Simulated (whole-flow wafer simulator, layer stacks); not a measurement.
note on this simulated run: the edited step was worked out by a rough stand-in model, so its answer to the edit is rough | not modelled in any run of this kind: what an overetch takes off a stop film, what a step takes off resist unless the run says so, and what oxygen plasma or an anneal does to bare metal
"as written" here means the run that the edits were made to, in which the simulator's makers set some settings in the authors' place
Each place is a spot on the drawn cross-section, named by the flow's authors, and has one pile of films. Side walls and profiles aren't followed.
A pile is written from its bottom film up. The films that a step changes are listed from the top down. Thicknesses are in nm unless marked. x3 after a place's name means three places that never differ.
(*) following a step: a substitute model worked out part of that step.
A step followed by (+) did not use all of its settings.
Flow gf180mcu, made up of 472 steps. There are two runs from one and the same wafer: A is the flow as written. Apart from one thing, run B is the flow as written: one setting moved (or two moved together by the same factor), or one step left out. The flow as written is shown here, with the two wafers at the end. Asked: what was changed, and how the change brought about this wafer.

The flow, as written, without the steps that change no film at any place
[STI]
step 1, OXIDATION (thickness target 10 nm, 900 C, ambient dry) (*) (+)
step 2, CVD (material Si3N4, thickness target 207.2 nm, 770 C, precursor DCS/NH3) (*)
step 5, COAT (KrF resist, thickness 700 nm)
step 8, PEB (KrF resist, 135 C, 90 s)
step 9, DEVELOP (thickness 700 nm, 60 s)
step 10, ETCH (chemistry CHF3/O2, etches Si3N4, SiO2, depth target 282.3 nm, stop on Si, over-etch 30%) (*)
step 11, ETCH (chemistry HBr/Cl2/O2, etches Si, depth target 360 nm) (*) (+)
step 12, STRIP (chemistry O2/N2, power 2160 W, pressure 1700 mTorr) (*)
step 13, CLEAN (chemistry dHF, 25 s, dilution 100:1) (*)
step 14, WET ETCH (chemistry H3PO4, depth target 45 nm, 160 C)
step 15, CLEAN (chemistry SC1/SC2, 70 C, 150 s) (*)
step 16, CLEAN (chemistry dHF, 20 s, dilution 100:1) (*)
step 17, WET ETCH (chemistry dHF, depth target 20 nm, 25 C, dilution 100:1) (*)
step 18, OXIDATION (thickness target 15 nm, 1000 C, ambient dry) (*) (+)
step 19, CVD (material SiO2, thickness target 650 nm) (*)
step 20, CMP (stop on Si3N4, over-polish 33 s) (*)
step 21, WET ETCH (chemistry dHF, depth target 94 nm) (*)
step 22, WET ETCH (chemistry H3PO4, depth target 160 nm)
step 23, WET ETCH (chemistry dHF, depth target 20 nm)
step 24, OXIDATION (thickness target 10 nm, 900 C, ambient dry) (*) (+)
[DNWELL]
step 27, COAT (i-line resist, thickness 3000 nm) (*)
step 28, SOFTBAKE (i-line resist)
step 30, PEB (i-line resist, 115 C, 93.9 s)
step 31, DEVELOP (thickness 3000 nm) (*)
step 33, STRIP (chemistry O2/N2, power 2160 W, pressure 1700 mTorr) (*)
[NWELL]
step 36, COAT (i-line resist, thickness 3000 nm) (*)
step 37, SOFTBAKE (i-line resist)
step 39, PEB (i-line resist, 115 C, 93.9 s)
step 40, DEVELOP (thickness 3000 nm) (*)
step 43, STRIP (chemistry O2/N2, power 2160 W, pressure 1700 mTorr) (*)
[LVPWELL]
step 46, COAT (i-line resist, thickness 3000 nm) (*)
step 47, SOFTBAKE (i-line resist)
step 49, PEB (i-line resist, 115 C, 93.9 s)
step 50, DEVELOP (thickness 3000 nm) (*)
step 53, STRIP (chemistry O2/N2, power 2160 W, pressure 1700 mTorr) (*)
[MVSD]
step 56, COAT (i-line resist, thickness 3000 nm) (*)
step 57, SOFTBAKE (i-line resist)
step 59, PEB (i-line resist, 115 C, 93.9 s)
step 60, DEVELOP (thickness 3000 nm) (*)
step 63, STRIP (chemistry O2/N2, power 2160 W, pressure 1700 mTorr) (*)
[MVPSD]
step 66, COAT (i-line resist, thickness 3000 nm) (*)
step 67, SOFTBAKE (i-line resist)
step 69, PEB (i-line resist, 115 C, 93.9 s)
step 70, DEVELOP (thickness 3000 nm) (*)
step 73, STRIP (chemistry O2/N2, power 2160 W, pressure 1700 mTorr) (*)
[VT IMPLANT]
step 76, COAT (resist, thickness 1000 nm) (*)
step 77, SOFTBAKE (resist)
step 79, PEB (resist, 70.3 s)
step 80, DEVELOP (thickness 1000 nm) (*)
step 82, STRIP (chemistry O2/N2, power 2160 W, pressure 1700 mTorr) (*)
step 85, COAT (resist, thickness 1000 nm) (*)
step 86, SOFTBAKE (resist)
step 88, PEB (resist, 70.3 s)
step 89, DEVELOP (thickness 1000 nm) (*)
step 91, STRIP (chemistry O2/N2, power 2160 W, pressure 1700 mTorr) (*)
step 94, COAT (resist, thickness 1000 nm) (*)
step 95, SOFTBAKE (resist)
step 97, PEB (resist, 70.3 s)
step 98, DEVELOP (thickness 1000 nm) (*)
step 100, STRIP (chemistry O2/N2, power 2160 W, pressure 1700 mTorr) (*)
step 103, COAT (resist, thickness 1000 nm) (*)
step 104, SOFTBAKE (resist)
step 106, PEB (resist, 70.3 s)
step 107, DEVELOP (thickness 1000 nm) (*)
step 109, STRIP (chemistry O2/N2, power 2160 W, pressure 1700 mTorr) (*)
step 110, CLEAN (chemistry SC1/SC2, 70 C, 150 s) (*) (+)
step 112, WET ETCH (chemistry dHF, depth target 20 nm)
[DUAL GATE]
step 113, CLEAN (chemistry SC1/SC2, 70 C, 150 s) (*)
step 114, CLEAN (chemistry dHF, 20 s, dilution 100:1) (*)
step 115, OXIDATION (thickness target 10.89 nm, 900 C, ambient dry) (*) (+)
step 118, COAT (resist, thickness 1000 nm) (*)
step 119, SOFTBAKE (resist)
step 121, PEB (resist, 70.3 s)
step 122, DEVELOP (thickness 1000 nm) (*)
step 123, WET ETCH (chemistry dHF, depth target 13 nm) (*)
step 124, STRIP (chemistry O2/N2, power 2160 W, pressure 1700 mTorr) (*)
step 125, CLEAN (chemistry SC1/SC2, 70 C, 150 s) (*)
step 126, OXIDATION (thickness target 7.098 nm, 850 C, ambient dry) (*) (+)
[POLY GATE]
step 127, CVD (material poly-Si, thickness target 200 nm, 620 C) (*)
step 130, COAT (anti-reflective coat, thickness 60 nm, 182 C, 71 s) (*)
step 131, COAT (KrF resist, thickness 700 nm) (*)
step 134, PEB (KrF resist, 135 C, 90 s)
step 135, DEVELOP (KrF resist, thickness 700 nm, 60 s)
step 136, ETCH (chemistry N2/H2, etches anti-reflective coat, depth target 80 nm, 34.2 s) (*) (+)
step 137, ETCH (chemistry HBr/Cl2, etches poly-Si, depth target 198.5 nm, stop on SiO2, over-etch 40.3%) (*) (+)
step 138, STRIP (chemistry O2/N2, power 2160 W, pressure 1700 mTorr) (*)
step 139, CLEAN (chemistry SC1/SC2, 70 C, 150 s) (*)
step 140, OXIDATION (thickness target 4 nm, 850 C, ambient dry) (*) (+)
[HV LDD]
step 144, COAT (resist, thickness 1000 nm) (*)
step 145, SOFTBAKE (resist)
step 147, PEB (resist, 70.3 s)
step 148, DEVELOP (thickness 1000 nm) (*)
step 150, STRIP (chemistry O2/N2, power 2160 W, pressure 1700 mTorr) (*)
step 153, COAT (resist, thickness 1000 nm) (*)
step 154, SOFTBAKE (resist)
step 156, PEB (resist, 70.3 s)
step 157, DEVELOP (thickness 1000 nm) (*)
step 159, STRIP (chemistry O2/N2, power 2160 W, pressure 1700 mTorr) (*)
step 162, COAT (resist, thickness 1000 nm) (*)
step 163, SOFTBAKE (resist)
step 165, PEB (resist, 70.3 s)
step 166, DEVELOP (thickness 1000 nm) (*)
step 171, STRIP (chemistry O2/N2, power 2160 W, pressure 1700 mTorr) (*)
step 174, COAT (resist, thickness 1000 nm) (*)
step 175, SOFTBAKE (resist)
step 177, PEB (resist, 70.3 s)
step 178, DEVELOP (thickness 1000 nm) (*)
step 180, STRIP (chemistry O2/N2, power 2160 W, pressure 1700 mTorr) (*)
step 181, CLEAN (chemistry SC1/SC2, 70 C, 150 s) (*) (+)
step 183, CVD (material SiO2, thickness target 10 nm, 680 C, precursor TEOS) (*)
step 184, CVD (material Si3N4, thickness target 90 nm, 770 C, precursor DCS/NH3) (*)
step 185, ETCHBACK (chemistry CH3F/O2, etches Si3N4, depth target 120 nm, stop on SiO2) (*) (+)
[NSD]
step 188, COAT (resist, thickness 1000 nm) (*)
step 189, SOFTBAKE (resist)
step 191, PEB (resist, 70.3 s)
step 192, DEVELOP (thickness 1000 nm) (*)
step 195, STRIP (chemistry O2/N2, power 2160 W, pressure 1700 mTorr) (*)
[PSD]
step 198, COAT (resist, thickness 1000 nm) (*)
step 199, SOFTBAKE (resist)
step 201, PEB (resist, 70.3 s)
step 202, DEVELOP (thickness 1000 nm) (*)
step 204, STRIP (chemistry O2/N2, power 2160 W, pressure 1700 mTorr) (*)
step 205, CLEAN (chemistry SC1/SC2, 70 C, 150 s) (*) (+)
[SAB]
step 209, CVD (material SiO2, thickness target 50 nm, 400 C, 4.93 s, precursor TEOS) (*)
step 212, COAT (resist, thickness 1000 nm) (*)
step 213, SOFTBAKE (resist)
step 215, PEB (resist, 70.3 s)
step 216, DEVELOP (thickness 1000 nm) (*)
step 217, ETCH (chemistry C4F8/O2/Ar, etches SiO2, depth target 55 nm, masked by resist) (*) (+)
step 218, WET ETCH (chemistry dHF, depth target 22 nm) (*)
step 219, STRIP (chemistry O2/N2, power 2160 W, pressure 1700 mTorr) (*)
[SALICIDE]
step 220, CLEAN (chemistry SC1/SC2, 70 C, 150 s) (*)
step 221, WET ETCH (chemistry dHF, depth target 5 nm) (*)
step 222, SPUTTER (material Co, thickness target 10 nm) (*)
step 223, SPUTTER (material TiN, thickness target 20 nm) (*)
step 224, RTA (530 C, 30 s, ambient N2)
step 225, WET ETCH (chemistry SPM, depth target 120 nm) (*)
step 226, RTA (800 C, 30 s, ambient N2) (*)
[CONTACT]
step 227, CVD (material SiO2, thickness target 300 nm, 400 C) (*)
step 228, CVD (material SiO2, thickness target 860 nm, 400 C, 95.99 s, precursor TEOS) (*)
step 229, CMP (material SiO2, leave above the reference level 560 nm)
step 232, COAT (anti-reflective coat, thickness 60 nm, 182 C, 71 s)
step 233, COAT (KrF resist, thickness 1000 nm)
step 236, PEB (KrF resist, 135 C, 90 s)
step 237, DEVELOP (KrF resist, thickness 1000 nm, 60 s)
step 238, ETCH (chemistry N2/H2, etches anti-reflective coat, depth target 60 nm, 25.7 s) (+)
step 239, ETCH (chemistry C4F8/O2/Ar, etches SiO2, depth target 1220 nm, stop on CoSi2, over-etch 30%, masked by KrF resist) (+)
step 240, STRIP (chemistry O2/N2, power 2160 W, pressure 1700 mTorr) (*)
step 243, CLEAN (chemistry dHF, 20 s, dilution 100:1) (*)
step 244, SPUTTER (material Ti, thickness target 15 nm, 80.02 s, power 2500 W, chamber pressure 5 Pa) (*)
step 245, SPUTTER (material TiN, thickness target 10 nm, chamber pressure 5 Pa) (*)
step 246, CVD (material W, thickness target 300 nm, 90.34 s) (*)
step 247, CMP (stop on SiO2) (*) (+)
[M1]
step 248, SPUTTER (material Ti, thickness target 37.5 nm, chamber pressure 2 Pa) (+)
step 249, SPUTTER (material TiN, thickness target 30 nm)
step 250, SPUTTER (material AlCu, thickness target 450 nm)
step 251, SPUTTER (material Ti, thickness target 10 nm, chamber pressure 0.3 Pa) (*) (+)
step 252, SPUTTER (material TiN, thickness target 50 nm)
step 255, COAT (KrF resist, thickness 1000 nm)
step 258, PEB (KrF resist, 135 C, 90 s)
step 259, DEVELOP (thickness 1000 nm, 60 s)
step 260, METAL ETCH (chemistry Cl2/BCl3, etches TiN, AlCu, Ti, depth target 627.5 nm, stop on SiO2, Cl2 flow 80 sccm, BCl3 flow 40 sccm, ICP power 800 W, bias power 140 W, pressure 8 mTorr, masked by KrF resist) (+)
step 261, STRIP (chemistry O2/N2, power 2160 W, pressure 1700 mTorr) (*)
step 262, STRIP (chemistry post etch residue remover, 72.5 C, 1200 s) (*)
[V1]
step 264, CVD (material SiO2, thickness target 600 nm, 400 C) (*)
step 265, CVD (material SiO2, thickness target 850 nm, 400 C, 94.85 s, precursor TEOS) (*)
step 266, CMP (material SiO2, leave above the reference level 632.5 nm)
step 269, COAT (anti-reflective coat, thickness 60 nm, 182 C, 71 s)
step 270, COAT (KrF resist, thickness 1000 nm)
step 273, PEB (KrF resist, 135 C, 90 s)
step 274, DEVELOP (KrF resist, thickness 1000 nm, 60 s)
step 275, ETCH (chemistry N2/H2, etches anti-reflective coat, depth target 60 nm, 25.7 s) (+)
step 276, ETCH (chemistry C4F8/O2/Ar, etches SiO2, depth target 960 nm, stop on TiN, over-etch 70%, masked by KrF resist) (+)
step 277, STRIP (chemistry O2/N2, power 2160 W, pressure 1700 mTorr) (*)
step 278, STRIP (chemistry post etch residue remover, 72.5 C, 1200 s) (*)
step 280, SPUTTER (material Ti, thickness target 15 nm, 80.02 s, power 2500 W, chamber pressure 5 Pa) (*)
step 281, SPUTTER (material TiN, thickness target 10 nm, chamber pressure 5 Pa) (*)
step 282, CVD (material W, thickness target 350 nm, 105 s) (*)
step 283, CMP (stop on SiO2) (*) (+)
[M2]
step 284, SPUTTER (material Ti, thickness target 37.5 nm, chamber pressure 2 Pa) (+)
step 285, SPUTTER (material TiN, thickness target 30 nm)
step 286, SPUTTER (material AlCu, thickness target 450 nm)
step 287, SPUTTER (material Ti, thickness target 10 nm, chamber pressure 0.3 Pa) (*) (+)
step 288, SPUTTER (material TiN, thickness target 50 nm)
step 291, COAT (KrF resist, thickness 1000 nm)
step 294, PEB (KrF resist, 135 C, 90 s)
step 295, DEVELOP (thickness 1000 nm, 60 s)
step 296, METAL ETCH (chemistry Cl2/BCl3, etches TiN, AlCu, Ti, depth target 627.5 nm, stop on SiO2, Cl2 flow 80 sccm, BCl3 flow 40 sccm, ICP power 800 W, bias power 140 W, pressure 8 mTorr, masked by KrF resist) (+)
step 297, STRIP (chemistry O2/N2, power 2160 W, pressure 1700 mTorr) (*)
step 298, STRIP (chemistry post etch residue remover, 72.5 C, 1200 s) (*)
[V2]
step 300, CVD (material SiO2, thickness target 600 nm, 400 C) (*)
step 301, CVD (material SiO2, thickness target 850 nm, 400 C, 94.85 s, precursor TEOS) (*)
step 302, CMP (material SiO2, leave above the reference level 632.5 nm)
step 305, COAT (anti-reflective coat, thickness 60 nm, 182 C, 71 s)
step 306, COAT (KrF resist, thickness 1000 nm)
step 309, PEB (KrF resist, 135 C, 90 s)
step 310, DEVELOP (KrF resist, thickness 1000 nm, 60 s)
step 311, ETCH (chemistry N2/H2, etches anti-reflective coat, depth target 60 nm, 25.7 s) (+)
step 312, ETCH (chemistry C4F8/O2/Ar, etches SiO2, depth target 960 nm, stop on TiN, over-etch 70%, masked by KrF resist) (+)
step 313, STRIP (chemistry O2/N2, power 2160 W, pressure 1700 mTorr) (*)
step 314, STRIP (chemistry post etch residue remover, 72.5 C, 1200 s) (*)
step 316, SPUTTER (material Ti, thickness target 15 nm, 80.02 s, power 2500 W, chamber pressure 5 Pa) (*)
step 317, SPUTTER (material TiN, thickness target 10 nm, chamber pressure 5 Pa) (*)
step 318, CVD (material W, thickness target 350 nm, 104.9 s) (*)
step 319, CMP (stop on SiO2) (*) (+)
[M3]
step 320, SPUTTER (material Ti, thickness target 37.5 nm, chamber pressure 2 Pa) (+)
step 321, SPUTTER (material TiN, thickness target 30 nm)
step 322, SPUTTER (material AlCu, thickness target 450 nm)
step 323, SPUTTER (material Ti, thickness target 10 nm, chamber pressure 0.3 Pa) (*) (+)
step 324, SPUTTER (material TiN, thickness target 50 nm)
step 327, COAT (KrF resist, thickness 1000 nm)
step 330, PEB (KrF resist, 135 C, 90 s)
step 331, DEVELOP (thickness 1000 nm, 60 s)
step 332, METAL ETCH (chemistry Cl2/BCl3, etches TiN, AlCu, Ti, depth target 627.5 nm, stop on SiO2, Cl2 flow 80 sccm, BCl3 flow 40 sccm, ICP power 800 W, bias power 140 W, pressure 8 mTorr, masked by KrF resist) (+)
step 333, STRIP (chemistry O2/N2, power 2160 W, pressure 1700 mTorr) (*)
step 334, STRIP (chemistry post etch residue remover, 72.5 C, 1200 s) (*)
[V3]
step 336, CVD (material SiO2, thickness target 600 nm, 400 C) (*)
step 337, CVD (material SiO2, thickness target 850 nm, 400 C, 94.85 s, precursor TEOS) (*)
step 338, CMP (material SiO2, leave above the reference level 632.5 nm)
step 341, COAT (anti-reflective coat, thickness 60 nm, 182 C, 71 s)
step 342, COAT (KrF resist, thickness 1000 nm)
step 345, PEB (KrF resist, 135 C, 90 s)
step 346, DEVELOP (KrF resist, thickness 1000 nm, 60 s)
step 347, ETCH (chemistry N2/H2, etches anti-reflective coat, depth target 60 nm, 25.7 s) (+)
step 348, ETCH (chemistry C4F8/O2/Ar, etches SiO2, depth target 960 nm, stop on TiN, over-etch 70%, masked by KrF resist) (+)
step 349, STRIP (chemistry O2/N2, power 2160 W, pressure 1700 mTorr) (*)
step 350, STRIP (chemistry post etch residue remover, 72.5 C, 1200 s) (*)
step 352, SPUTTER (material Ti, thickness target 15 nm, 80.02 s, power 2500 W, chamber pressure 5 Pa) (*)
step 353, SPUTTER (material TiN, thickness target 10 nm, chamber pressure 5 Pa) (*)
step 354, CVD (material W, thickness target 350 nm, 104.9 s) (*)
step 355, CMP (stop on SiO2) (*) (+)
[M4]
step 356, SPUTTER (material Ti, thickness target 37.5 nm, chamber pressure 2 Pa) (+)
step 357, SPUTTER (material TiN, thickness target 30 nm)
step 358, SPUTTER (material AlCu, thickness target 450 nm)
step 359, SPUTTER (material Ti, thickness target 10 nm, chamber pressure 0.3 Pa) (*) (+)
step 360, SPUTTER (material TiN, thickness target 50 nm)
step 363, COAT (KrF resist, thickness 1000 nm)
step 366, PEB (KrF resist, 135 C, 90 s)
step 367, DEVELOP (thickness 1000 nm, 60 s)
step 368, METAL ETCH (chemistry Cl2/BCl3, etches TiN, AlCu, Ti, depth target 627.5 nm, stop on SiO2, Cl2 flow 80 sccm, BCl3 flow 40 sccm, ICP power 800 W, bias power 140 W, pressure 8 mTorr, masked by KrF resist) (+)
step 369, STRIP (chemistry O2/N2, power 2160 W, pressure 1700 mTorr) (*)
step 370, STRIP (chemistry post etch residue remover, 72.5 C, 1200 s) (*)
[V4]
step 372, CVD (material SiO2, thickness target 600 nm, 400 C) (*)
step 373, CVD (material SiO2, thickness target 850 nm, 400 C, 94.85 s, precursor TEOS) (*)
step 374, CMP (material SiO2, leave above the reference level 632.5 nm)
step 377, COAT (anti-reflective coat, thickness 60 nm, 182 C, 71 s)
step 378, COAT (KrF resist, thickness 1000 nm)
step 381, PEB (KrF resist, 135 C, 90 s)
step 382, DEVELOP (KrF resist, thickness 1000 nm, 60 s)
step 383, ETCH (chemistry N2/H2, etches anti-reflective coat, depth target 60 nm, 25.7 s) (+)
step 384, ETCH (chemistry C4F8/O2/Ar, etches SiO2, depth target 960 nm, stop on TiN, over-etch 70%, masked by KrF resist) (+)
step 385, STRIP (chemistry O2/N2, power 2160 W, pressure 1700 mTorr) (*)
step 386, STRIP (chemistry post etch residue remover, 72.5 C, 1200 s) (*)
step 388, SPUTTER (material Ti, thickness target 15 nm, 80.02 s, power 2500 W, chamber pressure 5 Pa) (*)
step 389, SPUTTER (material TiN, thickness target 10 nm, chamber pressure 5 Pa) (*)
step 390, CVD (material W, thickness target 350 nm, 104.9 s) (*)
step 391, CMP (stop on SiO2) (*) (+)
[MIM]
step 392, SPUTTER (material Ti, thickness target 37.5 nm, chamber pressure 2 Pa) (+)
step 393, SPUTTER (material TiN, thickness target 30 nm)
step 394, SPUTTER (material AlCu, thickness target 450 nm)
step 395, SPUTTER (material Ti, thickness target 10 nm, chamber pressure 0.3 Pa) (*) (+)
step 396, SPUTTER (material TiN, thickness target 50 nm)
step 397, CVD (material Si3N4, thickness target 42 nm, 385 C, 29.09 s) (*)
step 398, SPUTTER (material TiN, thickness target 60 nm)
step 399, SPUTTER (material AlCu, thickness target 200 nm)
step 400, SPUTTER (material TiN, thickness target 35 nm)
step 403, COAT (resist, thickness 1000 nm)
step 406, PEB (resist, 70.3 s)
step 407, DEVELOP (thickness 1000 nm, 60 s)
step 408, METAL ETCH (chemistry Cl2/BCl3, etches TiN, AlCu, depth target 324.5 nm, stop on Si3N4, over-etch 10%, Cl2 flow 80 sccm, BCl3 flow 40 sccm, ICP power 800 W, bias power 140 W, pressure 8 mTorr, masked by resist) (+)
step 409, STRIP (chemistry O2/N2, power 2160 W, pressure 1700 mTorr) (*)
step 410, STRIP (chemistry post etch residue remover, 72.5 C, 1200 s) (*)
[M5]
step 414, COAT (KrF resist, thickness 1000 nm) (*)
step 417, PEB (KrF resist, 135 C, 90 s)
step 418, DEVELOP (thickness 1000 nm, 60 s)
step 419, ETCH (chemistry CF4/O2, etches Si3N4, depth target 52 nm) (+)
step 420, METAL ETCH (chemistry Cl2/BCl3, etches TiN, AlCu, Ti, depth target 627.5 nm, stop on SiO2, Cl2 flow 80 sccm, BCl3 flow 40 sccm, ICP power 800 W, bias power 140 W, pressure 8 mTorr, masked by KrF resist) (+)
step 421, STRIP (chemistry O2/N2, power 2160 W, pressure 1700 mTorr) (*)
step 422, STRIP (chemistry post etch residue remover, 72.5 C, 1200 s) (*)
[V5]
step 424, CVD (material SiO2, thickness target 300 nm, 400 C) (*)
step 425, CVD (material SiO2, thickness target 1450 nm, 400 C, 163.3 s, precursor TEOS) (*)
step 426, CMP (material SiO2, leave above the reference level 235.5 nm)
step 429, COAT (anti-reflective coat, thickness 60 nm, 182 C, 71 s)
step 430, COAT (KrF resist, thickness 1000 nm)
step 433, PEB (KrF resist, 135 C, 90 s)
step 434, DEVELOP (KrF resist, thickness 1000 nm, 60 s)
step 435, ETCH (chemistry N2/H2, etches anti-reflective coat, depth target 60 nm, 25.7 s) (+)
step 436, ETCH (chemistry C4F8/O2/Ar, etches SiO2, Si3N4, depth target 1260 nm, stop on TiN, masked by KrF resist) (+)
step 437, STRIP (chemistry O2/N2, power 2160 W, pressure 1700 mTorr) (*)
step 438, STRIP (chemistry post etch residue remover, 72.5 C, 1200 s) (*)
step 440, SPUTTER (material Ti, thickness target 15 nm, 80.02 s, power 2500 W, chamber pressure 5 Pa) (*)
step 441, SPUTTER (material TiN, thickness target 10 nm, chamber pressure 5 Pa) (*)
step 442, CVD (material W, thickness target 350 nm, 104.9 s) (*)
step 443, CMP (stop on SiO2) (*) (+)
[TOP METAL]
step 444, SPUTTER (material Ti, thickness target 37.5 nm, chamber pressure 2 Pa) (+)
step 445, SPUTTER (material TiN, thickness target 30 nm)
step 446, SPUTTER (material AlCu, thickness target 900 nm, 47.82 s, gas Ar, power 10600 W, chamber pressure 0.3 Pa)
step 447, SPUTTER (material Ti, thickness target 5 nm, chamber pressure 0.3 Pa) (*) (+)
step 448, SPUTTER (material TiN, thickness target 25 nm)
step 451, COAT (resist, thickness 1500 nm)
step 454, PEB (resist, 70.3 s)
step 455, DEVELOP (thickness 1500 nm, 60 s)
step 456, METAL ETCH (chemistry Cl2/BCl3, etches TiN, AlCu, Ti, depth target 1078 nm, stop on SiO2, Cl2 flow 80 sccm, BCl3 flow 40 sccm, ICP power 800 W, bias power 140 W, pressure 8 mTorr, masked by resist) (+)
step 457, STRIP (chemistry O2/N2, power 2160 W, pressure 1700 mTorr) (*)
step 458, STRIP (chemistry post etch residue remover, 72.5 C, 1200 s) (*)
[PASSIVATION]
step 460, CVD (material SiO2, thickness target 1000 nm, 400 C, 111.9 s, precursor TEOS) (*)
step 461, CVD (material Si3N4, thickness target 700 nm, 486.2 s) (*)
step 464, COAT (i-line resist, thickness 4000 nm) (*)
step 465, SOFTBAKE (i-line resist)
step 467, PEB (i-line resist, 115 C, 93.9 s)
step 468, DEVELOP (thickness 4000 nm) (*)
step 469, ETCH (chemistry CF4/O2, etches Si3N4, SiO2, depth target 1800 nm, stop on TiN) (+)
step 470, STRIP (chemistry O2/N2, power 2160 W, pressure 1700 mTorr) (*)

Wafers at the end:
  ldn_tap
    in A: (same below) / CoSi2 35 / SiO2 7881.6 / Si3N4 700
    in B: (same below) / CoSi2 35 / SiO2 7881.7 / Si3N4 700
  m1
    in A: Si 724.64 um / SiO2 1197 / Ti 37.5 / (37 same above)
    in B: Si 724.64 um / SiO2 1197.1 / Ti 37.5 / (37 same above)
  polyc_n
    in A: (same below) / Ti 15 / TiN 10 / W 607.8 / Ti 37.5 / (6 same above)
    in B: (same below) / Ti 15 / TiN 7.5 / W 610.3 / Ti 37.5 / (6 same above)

Cause: step 245, SPUTTER: thickness target 7.5 nm was run, whereas the flow has thickness target 10 nm.
One can read it off the wafer: polyc_n has TiN 7.5, and step 245 as written asks for 10 nm.

The path from the change to this, step by step:
  step 245, SPUTTER (material TiN, thickness target 10 nm, chamber pressure 5 Pa) (*)
      field, field__w1, field__w2 and 107 more: A TiN gains 10 (new film) | B TiN gains 7.5 (new film)
      contact: A TiN gains 5.48 (new film) | B TiN gains 4.11 (new film)
  step 247, CMP (stop on SiO2) (*) (+)
      field, field__w1, field__w2 and 105 more: A W loses 300 (all of it), TiN loses 10 (all of it), Ti loses 15 (all of it), SiO2 loses 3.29 | B W loses 300 (all of it), TiN loses 7.5 (all of it), Ti loses 15 (all of it), SiO2 loses 3.27
